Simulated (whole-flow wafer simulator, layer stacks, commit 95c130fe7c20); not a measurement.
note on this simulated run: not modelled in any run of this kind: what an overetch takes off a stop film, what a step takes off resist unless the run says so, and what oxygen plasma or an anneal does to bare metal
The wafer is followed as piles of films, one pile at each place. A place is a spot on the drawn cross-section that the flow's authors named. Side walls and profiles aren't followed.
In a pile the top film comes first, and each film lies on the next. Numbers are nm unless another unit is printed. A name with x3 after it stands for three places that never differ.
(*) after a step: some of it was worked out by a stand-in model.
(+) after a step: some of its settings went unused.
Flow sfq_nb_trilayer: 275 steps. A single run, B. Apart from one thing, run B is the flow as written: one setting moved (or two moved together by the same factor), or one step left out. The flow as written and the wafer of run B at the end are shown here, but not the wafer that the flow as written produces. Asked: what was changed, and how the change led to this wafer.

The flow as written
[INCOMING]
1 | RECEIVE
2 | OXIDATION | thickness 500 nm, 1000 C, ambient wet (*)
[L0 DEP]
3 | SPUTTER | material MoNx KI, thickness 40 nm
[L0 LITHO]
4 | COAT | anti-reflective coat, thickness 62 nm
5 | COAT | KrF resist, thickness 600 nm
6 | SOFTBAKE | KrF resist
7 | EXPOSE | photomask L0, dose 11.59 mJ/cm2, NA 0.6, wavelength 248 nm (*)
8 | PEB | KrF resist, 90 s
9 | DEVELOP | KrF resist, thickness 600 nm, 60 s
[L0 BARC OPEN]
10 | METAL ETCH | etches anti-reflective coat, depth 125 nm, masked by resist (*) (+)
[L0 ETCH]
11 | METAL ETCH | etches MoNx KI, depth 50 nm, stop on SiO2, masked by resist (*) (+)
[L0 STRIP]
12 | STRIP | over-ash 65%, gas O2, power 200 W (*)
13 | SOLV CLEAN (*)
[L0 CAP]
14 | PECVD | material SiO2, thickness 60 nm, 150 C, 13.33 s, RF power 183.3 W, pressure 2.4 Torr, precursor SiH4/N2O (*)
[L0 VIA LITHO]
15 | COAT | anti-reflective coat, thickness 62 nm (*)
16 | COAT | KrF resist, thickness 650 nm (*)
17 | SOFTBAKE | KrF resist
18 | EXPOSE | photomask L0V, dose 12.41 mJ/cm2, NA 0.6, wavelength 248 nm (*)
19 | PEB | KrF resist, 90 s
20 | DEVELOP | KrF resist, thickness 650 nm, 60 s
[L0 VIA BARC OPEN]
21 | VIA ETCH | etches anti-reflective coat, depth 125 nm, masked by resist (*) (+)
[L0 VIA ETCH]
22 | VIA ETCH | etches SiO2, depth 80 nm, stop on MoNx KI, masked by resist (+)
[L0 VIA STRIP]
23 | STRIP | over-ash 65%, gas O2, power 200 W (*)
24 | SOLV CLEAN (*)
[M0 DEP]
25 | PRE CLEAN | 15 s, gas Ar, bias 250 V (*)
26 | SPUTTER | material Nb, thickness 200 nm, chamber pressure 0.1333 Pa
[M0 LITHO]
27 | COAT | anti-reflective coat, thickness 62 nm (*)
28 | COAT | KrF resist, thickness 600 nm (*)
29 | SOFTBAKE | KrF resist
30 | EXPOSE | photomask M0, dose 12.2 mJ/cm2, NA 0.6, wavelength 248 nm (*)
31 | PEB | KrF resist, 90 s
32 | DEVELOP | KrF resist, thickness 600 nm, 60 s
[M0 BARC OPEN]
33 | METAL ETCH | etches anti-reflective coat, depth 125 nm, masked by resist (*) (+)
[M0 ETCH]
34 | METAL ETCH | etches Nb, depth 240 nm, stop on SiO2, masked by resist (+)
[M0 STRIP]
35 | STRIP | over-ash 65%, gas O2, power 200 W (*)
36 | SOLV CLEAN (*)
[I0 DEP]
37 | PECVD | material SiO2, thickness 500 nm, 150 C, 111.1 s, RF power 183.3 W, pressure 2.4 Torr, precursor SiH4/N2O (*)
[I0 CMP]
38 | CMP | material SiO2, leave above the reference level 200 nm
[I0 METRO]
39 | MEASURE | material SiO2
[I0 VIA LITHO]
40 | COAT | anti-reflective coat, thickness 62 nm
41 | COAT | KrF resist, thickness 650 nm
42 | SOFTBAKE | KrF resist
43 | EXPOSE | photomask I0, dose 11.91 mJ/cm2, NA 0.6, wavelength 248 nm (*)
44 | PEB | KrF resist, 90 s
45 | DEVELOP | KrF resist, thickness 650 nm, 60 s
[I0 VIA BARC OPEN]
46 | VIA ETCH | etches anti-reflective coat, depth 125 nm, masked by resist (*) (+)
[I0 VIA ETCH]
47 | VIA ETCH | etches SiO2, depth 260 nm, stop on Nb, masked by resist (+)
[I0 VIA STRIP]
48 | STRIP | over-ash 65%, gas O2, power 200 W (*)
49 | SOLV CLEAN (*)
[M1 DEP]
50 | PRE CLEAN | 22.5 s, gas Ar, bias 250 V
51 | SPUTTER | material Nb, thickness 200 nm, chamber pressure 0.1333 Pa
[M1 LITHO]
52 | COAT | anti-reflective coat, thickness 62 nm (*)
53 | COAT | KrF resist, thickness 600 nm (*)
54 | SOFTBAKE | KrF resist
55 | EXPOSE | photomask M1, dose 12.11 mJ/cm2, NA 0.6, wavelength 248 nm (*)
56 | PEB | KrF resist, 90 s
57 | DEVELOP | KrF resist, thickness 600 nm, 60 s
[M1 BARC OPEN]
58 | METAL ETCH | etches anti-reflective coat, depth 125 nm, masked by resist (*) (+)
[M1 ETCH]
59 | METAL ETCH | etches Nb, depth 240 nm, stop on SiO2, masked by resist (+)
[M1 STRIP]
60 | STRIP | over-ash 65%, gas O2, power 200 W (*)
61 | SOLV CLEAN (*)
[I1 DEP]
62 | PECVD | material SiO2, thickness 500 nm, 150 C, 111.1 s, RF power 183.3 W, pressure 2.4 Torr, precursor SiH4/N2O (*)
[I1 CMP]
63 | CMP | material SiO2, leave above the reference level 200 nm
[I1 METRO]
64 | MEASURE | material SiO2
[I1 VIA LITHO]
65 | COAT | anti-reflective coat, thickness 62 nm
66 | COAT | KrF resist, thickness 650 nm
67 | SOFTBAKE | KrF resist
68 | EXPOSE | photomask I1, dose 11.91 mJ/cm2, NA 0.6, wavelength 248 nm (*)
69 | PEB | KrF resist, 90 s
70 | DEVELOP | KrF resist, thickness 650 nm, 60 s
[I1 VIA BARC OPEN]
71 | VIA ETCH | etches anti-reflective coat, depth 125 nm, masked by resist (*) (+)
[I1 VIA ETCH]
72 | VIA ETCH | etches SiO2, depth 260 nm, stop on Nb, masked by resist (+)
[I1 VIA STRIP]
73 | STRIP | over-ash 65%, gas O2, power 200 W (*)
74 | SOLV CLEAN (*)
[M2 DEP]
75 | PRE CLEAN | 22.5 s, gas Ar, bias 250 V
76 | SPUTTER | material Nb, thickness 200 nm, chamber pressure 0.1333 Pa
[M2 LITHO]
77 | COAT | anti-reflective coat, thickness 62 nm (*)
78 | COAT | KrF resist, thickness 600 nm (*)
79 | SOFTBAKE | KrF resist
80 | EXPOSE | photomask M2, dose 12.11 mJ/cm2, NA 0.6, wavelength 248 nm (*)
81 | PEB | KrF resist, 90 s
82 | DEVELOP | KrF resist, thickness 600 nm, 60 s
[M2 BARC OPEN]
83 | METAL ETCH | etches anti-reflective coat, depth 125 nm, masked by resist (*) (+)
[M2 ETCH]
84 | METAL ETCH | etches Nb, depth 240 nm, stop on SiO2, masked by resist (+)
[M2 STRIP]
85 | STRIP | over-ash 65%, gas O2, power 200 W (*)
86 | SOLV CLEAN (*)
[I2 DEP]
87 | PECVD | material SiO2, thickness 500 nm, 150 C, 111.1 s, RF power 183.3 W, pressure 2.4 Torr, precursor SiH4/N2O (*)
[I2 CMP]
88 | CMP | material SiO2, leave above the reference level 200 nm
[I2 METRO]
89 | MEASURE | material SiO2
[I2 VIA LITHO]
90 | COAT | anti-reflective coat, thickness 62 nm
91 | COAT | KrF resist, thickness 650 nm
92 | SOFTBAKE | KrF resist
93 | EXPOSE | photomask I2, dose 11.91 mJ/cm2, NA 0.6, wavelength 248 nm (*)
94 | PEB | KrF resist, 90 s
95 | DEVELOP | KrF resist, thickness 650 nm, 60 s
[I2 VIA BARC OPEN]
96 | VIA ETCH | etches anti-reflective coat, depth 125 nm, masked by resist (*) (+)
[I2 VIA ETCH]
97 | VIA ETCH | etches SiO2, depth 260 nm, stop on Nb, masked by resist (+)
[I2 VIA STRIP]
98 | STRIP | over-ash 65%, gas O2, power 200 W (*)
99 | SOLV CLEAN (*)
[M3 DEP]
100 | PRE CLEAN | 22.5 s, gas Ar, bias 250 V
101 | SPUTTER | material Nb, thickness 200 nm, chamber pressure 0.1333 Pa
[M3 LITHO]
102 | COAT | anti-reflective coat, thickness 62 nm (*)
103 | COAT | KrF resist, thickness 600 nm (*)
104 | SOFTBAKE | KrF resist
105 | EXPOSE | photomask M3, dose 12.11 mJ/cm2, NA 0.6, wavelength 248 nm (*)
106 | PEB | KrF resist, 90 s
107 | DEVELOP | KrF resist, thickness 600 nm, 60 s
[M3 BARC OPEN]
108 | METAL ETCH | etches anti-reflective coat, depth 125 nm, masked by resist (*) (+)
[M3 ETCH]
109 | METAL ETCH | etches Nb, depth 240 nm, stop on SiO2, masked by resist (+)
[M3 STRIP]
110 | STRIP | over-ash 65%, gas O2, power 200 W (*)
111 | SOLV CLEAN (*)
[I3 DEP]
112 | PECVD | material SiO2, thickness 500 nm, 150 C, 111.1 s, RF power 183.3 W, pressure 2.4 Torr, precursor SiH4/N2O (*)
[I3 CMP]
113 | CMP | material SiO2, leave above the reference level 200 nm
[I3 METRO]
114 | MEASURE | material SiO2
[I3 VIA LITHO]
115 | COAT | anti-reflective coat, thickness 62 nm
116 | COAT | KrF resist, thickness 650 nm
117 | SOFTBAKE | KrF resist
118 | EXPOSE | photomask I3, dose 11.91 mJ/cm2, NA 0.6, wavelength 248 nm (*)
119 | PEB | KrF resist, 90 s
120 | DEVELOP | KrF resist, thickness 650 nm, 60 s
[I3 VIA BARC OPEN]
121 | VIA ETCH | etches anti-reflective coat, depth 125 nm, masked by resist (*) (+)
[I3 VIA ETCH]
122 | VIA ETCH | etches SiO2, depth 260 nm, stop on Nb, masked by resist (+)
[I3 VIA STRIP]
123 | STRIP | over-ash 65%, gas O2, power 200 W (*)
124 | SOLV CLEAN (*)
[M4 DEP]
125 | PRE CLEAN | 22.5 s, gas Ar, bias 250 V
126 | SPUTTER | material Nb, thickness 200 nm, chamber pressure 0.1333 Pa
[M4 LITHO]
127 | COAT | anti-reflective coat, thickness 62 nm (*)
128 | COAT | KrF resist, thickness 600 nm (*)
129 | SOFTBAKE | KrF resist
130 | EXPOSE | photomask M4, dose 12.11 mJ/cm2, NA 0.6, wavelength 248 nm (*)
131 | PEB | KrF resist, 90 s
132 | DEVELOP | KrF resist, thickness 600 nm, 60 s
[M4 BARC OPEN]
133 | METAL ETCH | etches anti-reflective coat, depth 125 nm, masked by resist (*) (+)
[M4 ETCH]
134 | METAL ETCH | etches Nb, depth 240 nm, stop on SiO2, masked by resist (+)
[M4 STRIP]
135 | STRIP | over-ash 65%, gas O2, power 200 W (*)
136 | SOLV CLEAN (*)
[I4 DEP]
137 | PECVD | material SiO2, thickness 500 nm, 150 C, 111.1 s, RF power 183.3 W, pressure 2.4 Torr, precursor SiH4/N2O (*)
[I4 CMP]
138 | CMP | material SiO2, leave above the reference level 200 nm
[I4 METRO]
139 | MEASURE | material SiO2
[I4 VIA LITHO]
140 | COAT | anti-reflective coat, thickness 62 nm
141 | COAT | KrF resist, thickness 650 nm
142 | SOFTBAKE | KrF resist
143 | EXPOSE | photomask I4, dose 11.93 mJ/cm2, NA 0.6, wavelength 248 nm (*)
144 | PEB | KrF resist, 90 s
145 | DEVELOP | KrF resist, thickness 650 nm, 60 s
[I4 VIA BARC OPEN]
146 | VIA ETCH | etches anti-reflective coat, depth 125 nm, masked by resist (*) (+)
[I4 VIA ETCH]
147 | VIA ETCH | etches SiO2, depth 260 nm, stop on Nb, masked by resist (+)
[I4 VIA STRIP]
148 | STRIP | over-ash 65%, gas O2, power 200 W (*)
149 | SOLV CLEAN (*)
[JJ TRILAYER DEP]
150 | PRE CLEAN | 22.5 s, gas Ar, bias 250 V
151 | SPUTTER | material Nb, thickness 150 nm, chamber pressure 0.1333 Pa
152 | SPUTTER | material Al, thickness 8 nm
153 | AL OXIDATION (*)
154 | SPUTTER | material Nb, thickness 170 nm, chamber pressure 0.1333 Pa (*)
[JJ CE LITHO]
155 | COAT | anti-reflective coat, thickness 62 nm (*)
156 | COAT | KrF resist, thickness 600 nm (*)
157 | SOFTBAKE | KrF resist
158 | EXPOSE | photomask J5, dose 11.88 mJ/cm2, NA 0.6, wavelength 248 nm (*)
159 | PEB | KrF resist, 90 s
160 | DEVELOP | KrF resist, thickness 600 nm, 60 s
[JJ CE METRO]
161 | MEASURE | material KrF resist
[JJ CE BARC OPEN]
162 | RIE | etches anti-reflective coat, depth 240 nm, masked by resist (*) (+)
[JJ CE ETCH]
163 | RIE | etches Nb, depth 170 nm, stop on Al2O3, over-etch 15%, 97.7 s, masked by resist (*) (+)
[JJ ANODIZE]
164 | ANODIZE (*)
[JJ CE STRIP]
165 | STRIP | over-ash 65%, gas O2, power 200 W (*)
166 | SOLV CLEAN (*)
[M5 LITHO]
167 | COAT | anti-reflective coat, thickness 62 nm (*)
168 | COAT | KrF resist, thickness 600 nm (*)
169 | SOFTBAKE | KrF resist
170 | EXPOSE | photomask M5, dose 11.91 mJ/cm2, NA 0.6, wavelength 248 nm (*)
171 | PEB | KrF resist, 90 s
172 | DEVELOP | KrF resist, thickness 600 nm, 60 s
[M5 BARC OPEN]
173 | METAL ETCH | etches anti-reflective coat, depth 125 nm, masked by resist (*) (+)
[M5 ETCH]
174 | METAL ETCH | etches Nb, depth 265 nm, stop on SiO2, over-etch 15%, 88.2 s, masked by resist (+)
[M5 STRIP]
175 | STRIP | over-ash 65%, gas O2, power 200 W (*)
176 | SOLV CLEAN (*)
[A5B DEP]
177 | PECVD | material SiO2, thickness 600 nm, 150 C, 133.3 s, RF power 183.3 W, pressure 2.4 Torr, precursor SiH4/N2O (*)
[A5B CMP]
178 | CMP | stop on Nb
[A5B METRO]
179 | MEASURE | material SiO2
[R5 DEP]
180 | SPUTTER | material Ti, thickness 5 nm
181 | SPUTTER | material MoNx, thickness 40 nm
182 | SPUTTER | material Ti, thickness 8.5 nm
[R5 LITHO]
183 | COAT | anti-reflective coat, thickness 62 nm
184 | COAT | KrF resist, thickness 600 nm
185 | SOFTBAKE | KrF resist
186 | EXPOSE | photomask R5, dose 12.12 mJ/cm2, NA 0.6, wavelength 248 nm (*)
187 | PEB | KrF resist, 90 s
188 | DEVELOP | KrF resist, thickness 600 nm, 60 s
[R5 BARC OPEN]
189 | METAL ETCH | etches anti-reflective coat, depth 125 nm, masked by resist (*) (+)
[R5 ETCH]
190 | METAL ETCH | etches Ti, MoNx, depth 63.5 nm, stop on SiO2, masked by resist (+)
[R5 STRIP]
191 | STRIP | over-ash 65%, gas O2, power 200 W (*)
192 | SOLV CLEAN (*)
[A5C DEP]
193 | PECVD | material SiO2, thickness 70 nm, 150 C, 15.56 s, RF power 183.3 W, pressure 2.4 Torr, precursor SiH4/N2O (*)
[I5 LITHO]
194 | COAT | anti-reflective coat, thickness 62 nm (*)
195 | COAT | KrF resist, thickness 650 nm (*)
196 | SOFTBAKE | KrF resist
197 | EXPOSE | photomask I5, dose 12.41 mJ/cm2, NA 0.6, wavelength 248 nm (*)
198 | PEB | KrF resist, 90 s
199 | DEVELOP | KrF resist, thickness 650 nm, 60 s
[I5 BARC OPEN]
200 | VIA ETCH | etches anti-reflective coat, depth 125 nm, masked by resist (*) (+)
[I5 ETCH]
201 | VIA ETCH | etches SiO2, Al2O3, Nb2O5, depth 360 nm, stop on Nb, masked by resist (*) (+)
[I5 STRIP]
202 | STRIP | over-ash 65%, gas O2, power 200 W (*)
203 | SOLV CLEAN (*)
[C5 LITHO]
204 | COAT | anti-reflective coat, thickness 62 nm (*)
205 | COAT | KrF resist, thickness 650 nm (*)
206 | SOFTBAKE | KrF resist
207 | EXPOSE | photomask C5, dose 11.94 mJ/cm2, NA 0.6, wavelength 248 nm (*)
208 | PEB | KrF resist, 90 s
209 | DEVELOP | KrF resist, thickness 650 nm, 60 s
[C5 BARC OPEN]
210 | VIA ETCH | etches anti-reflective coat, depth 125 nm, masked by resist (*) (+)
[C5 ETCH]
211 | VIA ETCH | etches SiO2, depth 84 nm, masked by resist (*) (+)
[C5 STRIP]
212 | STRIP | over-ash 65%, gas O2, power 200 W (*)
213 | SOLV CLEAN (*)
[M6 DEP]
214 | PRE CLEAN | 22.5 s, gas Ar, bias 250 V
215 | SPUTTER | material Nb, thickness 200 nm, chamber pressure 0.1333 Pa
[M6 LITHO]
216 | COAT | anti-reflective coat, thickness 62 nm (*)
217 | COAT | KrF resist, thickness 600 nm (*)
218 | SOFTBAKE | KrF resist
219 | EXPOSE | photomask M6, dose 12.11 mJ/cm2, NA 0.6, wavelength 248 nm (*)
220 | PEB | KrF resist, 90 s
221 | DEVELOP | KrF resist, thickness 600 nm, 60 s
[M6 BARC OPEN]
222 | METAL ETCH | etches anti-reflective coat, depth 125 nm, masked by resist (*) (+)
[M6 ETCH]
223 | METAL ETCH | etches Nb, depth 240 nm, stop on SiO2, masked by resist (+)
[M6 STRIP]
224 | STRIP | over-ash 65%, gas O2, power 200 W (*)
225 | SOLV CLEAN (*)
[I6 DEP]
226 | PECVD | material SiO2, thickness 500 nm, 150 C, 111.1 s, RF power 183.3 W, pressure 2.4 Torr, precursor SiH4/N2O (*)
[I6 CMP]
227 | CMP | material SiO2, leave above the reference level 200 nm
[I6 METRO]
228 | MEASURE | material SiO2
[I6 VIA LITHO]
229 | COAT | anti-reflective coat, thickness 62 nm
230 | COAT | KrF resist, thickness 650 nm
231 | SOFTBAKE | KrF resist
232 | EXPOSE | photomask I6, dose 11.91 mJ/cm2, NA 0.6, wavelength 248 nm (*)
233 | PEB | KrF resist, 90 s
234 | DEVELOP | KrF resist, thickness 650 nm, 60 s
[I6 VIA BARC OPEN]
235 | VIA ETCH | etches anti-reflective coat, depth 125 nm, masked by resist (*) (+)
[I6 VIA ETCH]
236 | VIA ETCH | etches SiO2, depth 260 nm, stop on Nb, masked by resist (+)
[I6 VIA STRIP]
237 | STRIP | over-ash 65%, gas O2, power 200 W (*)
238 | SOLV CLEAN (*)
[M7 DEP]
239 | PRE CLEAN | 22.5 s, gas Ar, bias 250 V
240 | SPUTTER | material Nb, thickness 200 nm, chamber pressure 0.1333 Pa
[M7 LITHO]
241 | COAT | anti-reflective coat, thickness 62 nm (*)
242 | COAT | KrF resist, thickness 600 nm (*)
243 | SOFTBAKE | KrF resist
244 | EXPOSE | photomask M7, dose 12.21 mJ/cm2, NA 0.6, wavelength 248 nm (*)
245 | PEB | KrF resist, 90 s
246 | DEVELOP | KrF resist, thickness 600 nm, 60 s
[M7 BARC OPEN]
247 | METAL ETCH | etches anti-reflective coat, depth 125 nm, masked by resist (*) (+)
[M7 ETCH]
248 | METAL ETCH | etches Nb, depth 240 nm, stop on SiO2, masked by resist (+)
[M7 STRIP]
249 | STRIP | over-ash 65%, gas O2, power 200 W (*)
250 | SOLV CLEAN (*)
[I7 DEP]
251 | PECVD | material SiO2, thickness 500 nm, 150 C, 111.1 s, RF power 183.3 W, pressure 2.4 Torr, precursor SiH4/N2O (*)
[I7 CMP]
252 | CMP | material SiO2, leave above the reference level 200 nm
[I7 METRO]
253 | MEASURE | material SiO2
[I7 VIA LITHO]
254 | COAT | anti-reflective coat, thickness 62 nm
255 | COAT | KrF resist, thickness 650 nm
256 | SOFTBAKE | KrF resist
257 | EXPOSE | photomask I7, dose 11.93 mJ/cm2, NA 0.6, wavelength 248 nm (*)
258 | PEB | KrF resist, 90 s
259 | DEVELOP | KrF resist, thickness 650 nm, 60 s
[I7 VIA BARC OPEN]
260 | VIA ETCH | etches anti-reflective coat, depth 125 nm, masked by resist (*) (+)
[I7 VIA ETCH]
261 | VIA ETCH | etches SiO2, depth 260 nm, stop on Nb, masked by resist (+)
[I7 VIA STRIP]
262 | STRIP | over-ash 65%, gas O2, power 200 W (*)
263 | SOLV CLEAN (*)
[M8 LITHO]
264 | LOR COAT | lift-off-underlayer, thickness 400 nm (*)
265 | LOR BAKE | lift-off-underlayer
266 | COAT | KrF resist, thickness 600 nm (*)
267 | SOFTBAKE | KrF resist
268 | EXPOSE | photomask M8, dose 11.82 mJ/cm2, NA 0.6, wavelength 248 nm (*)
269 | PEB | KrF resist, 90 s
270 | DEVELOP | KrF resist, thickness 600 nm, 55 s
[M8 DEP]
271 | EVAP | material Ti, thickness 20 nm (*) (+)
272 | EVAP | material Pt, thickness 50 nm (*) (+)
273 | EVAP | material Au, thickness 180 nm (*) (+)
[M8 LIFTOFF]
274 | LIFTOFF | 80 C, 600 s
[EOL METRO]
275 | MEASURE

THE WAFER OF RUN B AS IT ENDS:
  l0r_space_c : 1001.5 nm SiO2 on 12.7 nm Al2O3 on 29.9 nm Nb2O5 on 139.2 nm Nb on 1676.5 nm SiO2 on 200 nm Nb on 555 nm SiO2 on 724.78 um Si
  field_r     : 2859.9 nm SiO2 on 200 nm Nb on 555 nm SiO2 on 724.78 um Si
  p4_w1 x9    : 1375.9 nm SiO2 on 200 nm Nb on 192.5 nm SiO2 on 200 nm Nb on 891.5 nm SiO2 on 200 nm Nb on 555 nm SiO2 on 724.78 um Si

The reason: step 88, CMP: leave above the reference level 114 nm was run, whereas the flow has leave above the reference level 200 nm.

The path from the change to this, step by step:
  88 | CMP | material SiO2, leave above the reference level 200 nm
      field_l, be, be_sur and 81 more: SiO2 loses 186 (it would be, as written: SiO2 loses 100)
      v_sur, via_wl, via_w and 18 more: SiO2 loses 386 (it would be, as written: SiO2 loses 300)
      (as well as at 1 more place)
  97 | VIA ETCH | etches SiO2, depth 260 nm, stop on Nb, masked by resist (+)
      field_l, v_sur, via_wl and 102 more: KrF resist loses 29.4 (it would be, as written: KrF resist loses 44.8)
      via_w: SiO2 loses 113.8 (all of it) (it would be, as written: SiO2 loses 199.8 (all of it))
  98 | STRIP | over-ash 65%, gas O2, power 200 W (*)
      field_l, v_sur, via_wl and 102 more: KrF resist loses 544 (all of it), anti-reflective coat loses 62 (all of it) (it would be, as written: KrF resist loses 528.6 (all of it), anti-reflective coat loses 62 (all of it))
  101 | SPUTTER | material Nb, thickness 200 nm, chamber pressure 0.1333 Pa
      via_w: Nb gains 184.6 (it would be, as written: Nb gains 165.5)
  102 | COAT | anti-reflective coat, thickness 62 nm (*)
      via_wl, via_wr: anti-reflective coat gains 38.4 (new film) (it would be, as written: anti-reflective coat gains 34.2 (new film))
      via_w: anti-reflective coat gains 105 (new film) (it would be, as written: anti-reflective coat gains 124.8 (new film))
  103 | COAT | KrF resist, thickness 600 nm (*)
      via_w: KrF resist gains 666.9 (new film) (it would be, as written: KrF resist gains 737.9 (new film))
  110 | STRIP | over-ash 65%, gas O2, power 200 W (*)
      v_sur: KrF resist loses 373.5 (all of it), anti-reflective coat loses 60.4 (all of it) (it would be, as written: KrF resist loses 365.3 (all of it), anti-reflective coat loses 61.1 (all of it))
      via_wl: KrF resist loses 391 (all of it), anti-reflective coat loses 38.4 (all of it) (it would be, as written: KrF resist loses 384.2 (all of it), anti-reflective coat loses 34.2 (all of it))
      (as well as at 2 more places)
  112 | PECVD | material SiO2, thickness 500 nm, 150 C, 111.1 s, RF power 183.3 W, pressure 2.4 Torr, precursor SiH4/N2O (*)
      via_w: SiO2 gains 500 (new film) (it would be, as written: SiO2 gains 615 (new film))
  113 | CMP | material SiO2, leave above the reference level 200 nm
      via_w: SiO2 loses 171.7 (it would be, as written: SiO2 loses 181.6)
